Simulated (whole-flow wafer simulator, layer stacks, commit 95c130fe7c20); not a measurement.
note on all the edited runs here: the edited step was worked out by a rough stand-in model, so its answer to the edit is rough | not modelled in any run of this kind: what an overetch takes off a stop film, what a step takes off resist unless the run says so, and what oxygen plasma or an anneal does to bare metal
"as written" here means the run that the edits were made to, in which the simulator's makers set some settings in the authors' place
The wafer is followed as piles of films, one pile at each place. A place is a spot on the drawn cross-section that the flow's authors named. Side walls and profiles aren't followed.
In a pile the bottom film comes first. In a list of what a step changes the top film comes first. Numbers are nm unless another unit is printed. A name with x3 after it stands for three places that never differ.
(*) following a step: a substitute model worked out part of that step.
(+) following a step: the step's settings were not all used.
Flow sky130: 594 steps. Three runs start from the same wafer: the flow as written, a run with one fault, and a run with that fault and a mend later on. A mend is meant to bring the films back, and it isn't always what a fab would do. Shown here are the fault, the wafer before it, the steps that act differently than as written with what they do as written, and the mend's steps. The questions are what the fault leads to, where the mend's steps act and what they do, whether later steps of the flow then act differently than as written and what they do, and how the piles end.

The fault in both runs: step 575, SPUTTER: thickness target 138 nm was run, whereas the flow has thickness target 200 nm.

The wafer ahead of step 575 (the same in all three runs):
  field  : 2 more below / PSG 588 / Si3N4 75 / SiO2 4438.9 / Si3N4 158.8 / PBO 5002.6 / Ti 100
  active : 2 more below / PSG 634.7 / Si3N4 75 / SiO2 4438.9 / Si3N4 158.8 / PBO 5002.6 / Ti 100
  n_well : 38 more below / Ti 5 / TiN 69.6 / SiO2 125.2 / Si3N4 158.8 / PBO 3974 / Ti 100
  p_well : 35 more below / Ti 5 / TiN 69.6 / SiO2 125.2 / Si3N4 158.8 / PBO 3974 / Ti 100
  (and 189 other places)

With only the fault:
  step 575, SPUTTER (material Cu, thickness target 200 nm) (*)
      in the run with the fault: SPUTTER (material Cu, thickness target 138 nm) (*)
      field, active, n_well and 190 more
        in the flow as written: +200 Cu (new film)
        in the run with the fault: +138 Cu (new film)
  Steps later in the flow that act otherwise than as written (not shown: 7 more steps that differ only slightly, by at most 2% or 0.5 nm, whichever is larger):
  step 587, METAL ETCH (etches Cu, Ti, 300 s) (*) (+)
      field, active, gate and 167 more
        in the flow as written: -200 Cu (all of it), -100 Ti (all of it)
        in the run with the fault: -138 Cu (all of it), -100 Ti (all of it)
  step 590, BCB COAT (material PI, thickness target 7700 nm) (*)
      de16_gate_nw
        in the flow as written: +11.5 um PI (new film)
        in the run with the fault: +11.45 um PI (new film)
  The piles end different from the flow's at mim, sd_hvn, dext_nw_sti and 11 more by more than 2% or 0.5 nm, whichever is larger.
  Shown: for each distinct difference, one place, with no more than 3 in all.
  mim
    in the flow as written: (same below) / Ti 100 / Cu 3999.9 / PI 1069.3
    in the run with the fault: (same below) / Ti 100 / Cu 3937.9 / PI 1127.3
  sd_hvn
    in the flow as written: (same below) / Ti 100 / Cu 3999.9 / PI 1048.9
    in the run with the fault: (same below) / Ti 100 / Cu 3937.9 / PI 1108.6
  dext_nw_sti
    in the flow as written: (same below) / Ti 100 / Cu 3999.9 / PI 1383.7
    in the run with the fault: (same below) / Ti 100 / Cu 3937.9 / PI 1439.4

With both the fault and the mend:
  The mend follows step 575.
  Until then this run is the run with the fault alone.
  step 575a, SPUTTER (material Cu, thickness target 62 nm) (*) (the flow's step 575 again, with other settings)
      field, active, n_well and 190 more
        +62 Cu
  Every later step of the flow that is run acts as written at every place that is followed.
  The piles end the same as the flow's at every place that both follow.
